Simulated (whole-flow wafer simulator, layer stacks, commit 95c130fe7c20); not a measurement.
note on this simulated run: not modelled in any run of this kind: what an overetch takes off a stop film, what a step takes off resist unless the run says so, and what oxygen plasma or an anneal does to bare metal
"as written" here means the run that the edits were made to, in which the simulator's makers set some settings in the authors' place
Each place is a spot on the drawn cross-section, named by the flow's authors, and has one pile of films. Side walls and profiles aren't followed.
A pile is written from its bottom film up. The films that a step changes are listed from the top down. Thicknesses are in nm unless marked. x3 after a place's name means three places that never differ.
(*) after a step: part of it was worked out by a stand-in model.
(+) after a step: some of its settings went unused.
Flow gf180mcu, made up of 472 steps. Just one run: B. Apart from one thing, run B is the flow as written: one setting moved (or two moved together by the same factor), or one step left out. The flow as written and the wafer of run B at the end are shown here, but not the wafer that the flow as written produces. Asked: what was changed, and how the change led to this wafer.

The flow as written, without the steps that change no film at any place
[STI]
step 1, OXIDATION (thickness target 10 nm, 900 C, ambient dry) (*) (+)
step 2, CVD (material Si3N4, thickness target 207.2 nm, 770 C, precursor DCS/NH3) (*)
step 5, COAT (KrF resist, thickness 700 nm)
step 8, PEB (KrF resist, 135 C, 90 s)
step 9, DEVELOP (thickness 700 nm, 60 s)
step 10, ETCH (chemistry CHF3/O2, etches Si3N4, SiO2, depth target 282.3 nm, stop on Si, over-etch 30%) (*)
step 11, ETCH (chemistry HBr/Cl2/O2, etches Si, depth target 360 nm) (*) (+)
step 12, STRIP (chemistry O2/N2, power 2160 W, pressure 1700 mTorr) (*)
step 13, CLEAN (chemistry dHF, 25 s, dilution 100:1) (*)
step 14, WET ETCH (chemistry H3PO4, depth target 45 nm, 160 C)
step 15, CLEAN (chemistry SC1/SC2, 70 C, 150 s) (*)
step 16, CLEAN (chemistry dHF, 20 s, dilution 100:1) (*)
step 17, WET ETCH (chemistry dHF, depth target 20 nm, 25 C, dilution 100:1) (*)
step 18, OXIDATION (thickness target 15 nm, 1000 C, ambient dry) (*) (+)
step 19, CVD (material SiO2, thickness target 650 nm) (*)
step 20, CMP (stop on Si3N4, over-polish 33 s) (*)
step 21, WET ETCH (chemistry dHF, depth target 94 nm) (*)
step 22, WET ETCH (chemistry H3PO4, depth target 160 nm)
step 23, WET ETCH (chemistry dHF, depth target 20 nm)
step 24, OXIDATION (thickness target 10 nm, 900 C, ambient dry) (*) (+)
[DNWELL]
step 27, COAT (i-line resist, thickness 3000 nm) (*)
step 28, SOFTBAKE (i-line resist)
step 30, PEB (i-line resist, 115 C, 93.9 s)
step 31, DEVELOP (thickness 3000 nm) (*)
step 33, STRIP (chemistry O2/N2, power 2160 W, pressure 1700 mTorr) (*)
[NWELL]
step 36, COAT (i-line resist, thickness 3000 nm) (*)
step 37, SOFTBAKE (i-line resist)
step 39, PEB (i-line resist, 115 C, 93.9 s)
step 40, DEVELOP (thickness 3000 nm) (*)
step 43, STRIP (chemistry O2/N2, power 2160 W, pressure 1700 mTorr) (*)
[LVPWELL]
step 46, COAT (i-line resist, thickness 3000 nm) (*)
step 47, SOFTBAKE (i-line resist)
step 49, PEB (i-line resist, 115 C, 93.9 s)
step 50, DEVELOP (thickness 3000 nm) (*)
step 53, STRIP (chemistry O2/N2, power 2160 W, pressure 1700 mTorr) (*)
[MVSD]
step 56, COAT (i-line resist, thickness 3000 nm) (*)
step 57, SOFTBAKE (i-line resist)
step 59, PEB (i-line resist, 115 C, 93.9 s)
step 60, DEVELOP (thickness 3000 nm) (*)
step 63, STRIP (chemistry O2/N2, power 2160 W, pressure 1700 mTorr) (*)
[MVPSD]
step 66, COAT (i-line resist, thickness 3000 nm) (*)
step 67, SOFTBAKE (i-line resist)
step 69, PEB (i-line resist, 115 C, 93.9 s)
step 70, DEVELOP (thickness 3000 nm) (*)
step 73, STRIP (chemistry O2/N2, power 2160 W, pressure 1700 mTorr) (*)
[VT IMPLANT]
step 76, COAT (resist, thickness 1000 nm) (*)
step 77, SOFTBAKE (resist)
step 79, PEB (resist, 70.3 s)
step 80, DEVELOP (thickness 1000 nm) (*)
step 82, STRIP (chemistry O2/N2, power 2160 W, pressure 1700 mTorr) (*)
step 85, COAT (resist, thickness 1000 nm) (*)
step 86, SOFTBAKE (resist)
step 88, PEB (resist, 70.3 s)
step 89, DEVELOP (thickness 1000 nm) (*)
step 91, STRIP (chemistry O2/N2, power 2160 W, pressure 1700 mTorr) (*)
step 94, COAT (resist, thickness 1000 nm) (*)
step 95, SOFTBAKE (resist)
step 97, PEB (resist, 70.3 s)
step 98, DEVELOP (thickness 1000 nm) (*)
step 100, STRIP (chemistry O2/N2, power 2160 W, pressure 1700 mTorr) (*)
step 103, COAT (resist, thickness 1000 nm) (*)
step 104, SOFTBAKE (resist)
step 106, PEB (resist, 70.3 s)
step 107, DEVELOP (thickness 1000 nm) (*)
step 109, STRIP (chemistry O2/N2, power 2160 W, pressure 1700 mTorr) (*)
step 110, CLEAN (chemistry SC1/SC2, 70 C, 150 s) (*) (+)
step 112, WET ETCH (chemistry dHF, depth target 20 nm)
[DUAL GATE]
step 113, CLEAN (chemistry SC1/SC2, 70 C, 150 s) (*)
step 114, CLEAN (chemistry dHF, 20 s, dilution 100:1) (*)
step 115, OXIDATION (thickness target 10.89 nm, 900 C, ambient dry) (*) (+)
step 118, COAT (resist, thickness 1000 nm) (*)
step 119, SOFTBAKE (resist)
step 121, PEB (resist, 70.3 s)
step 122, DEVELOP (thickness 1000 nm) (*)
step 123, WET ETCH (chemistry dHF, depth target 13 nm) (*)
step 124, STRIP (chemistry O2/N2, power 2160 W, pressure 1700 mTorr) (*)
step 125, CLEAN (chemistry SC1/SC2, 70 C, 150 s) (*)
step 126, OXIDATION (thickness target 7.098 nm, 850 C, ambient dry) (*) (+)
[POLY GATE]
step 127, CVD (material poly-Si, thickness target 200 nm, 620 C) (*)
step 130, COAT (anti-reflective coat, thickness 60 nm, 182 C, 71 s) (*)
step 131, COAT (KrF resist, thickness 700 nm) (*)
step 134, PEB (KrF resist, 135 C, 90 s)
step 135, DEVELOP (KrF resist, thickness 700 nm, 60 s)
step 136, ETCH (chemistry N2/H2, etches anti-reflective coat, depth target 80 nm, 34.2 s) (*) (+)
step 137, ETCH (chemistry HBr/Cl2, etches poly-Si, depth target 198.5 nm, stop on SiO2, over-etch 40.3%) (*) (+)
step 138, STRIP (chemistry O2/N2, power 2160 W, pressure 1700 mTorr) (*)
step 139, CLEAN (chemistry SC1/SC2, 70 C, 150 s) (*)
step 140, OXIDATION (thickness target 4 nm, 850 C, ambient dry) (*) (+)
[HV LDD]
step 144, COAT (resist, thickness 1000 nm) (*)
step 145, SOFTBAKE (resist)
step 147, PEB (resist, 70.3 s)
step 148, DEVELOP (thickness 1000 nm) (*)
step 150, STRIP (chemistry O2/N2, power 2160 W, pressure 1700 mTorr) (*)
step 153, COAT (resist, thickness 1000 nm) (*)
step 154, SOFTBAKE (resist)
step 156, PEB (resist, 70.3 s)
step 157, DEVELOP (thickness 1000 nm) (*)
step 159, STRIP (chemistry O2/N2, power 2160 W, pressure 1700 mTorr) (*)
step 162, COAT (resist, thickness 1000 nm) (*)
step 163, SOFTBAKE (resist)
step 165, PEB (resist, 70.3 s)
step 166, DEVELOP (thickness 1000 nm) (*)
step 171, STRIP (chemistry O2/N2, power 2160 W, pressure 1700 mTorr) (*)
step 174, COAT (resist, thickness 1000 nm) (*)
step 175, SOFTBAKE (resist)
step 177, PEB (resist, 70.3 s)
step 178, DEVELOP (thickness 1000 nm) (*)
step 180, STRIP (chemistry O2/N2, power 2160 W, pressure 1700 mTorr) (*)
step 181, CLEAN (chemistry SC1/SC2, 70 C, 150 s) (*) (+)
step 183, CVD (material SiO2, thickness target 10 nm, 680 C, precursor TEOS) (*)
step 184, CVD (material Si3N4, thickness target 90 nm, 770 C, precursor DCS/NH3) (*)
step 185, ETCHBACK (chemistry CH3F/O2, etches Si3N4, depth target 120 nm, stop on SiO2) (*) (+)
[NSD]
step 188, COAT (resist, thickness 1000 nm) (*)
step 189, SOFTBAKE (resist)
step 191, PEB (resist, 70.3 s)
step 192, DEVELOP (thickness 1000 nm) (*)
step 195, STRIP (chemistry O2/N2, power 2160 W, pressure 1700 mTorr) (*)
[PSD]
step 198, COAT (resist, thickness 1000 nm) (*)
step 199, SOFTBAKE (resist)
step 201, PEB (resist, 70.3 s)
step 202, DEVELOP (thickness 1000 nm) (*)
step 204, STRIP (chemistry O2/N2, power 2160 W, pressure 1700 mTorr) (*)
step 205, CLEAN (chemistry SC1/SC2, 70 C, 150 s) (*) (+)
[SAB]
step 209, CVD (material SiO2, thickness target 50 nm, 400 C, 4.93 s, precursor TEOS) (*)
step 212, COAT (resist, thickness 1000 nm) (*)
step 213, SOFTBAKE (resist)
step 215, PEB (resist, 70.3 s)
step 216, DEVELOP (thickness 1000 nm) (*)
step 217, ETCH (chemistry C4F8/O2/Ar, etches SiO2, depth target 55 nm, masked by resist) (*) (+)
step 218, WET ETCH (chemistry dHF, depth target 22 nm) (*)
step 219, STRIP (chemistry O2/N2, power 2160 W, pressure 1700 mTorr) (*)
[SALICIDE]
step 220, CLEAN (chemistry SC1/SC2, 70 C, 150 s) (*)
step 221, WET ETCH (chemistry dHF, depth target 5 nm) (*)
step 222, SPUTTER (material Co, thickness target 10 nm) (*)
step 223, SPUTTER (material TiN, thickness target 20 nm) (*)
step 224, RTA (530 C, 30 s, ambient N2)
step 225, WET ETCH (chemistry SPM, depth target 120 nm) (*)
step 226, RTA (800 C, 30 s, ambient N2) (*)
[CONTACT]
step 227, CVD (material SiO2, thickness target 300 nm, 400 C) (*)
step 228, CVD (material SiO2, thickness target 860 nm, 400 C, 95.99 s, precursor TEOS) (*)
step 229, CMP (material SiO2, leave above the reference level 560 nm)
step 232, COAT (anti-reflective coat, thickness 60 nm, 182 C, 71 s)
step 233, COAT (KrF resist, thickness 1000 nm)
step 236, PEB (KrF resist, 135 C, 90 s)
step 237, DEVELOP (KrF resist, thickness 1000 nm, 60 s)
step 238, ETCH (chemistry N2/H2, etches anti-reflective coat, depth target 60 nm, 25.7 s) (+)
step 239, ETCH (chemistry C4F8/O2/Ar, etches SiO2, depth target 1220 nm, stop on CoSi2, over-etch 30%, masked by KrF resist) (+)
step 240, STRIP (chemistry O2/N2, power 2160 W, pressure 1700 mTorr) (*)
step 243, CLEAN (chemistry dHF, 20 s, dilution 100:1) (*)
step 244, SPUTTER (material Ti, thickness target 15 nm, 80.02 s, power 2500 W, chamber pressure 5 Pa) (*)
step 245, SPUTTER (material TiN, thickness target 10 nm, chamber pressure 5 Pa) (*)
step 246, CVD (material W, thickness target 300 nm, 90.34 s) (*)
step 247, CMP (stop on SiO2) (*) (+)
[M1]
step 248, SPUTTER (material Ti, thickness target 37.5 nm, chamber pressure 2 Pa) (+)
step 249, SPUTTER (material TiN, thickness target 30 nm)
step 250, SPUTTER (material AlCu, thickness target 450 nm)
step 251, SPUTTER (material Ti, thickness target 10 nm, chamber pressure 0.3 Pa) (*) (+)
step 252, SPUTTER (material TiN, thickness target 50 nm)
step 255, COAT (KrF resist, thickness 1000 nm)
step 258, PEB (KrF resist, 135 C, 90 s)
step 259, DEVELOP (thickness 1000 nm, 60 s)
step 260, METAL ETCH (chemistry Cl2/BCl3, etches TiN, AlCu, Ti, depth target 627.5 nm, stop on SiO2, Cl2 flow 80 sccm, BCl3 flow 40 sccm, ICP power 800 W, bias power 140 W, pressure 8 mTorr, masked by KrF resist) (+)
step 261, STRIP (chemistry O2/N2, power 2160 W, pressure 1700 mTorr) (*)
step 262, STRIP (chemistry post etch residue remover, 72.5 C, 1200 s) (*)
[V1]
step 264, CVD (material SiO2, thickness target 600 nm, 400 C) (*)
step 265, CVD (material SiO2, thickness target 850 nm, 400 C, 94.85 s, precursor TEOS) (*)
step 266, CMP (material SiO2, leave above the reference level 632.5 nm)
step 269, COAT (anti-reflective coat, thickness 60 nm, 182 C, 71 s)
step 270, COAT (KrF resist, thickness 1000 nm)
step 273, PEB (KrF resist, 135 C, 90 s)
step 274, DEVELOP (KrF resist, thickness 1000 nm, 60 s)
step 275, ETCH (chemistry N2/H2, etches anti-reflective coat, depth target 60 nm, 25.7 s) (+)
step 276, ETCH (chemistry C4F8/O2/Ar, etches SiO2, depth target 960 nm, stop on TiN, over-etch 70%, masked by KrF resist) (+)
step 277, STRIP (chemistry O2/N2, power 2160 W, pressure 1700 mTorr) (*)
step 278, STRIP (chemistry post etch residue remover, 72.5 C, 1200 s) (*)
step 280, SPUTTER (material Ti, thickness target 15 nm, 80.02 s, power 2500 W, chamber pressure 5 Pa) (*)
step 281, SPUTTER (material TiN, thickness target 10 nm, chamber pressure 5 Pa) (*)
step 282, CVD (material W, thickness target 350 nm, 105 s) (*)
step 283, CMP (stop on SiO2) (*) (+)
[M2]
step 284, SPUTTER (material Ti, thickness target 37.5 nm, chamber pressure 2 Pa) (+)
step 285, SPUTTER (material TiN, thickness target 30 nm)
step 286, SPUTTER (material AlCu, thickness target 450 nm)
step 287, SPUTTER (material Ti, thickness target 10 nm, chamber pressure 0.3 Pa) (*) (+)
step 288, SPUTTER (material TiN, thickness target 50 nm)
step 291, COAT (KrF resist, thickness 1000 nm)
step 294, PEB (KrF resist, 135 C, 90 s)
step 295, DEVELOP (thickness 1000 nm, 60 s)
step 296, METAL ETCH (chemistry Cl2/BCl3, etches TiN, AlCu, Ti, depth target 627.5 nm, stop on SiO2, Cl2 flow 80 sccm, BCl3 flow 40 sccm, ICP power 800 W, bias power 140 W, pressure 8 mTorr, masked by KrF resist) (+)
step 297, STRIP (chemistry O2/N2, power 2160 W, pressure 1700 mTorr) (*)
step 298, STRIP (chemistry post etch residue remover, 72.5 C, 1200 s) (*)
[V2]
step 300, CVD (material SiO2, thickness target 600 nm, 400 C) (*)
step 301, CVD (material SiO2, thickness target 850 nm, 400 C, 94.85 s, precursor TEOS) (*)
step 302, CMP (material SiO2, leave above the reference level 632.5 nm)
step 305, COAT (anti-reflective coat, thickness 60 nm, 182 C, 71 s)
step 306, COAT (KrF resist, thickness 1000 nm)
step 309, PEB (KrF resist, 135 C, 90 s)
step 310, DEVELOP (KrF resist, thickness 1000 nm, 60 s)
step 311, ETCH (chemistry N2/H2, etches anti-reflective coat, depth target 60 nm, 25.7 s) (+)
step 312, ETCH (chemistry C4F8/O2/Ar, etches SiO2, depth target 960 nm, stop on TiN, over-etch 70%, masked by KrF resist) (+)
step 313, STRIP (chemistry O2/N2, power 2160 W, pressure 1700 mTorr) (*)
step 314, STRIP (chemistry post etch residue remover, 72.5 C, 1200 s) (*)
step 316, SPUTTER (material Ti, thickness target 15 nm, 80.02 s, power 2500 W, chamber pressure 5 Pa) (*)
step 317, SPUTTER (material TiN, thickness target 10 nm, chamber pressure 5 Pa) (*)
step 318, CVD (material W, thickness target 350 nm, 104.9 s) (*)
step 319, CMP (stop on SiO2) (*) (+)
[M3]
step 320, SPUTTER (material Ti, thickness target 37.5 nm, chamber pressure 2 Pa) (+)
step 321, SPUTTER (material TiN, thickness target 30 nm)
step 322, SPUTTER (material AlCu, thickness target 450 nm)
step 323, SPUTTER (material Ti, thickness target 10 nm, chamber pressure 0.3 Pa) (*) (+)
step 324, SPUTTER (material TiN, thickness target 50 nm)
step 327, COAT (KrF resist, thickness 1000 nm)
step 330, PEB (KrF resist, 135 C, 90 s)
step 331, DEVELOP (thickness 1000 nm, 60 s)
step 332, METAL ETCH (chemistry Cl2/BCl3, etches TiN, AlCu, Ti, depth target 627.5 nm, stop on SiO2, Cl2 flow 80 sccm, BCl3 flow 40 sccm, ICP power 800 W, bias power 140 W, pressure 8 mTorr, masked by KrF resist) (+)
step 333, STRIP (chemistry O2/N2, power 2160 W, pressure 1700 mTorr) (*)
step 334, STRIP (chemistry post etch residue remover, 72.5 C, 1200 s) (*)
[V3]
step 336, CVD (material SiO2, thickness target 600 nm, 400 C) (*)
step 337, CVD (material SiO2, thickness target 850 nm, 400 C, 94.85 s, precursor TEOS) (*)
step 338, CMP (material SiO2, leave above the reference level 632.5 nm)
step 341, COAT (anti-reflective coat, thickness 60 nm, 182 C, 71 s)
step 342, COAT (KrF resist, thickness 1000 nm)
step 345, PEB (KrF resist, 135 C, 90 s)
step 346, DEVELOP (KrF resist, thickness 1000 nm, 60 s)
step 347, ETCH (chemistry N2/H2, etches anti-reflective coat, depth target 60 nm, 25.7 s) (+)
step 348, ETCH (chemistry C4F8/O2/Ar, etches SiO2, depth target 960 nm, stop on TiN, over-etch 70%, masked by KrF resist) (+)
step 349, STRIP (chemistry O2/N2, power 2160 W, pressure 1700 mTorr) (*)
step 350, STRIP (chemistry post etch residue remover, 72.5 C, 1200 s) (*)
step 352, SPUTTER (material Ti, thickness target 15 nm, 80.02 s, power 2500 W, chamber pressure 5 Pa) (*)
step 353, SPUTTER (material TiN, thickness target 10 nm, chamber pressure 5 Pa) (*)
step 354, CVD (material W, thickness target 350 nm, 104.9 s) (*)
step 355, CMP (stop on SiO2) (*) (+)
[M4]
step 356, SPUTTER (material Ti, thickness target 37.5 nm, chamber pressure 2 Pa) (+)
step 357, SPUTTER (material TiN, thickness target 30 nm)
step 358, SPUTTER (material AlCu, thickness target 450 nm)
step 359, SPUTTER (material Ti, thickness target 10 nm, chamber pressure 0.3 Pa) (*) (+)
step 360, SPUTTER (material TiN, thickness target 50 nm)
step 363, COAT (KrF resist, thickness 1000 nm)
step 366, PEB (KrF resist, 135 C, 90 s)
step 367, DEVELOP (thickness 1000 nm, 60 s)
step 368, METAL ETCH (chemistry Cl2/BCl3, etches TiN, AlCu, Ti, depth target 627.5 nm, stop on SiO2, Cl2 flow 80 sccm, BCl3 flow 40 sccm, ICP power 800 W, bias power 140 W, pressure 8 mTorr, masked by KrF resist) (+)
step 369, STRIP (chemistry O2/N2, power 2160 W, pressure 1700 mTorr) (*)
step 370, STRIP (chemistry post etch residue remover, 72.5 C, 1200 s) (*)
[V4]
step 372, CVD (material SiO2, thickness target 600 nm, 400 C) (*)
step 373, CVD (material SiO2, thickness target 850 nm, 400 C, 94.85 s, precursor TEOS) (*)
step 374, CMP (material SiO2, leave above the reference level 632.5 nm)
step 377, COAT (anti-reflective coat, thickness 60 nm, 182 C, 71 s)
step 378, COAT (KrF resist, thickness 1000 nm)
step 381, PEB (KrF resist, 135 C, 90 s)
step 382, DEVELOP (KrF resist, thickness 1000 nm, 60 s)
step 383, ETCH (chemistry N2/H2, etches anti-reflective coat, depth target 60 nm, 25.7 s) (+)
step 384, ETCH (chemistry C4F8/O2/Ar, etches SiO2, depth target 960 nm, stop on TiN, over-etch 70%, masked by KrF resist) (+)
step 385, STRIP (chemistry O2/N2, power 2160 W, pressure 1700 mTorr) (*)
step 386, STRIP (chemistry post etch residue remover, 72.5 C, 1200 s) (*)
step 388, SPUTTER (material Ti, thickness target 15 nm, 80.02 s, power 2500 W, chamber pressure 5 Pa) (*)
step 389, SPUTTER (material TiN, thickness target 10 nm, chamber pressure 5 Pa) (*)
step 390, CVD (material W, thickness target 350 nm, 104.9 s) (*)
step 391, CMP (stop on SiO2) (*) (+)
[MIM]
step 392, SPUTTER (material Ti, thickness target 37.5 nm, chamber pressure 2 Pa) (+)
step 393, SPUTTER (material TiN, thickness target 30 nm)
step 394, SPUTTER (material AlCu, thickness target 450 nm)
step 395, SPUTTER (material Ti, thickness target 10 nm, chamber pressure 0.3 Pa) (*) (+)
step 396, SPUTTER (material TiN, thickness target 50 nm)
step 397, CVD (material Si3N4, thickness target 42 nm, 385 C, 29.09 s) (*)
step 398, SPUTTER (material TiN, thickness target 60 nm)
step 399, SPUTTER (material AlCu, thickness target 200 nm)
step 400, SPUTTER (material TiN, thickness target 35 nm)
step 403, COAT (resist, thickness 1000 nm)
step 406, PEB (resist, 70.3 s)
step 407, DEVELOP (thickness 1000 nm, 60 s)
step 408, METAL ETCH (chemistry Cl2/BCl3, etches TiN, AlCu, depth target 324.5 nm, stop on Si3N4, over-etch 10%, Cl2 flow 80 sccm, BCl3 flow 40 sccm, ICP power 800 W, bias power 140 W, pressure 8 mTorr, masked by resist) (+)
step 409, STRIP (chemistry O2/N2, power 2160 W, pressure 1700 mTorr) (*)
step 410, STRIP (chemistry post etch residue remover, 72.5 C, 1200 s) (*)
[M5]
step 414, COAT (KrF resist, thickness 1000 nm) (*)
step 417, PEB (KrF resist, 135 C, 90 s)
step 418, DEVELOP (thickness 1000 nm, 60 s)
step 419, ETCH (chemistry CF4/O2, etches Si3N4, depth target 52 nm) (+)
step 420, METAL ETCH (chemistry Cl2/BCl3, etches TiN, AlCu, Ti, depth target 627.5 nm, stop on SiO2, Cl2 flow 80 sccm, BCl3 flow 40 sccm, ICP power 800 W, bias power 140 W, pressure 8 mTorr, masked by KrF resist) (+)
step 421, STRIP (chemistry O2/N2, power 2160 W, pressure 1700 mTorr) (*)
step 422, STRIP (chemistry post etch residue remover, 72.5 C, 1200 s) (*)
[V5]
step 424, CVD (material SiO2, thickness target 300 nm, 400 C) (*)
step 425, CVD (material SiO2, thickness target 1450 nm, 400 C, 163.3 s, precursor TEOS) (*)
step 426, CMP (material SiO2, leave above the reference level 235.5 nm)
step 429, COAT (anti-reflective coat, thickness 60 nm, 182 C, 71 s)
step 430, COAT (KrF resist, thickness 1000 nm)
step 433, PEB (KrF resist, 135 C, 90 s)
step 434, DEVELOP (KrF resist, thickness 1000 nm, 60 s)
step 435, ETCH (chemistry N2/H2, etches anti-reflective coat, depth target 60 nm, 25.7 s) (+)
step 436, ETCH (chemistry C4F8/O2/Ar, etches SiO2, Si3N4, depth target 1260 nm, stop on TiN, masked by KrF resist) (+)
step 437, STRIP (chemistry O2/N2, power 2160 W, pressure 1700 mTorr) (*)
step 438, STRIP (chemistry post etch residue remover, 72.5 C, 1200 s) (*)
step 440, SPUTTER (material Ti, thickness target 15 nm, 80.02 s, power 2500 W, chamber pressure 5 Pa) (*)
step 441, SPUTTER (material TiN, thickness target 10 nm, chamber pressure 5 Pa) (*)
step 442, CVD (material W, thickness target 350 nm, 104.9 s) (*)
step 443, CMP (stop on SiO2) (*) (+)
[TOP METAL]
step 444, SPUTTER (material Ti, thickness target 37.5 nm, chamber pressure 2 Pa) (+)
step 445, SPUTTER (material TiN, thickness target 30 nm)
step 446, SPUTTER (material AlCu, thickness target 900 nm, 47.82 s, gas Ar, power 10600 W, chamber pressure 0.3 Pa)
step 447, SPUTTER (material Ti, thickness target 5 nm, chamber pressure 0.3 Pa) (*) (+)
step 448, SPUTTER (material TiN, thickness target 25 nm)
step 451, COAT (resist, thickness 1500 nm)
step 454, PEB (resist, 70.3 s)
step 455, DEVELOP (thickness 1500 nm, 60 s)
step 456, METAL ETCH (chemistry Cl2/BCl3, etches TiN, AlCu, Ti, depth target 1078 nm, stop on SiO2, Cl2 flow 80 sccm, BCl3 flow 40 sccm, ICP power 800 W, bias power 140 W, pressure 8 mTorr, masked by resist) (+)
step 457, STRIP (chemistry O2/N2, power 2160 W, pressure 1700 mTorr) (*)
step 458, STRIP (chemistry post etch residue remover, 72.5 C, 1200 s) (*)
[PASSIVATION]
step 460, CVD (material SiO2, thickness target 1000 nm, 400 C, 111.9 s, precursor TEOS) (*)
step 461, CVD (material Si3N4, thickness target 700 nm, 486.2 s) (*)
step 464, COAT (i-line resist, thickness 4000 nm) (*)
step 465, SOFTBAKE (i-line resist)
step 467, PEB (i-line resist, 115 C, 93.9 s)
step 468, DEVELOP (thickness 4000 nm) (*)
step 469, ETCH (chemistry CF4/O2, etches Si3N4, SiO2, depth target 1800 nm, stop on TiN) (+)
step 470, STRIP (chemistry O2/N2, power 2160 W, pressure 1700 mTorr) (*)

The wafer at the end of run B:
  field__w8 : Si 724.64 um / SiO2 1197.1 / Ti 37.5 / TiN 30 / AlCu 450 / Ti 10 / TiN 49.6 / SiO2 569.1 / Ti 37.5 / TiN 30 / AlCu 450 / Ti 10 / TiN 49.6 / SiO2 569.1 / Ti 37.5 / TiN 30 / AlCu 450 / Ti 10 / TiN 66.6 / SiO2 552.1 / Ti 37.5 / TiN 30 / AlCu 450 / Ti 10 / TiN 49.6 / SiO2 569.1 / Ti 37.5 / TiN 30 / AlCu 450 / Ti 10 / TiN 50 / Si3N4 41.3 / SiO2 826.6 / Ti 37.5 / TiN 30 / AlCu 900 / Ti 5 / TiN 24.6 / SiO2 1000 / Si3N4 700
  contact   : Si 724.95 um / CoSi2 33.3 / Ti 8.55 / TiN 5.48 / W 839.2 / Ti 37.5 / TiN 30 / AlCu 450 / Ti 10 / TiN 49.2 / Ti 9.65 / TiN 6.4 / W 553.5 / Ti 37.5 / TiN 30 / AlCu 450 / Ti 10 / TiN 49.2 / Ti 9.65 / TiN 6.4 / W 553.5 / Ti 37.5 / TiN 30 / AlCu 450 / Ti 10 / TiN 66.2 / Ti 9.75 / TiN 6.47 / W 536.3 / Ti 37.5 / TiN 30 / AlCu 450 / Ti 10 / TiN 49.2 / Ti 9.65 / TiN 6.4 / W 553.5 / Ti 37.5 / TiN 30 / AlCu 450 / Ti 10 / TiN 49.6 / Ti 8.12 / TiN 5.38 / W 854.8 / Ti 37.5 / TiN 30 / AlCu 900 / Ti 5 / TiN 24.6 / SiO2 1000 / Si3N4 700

What caused this: step 324, SPUTTER: thickness target 67 nm was run, whereas the flow has thickness target 50 nm.

The path from the change to this, step by step:
  step 324, SPUTTER (material TiN, thickness target 50 nm)
      field, field__w1, field__w2 and 108 more: TiN gains 67 (new film) (in the flow as written it would be: TiN gains 50 (new film))
  step 332, METAL ETCH (chemistry Cl2/BCl3, etches TiN, AlCu, Ti, depth target 627.5 nm, stop on SiO2, Cl2 flow 80 sccm, BCl3 flow 40 sccm, ICP power 800 W, bias power 140 W, pressure 8 mTorr, masked by KrF resist) (+)
      field, field__w1, field__w2 and 103 more: TiN loses 67 (all of it), Ti loses 10 (all of it), AlCu loses 450 (all of it), TiN loses 30 (all of it), Ti loses 37.5 (all of it) (in the flow as written it would be: TiN loses 50 (all of it), Ti loses 10 (all of it), AlCu loses 450 (all of it), TiN loses 30 (all of it), Ti loses 37.5 (all of it))
  step 348, ETCH (chemistry C4F8/O2/Ar, etches SiO2, depth target 960 nm, stop on TiN, over-etch 70%, masked by KrF resist) (+)
      contact: SiO2 loses 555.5 (all of it) (in the flow as written it would be: SiO2 loses 572.5 (all of it))
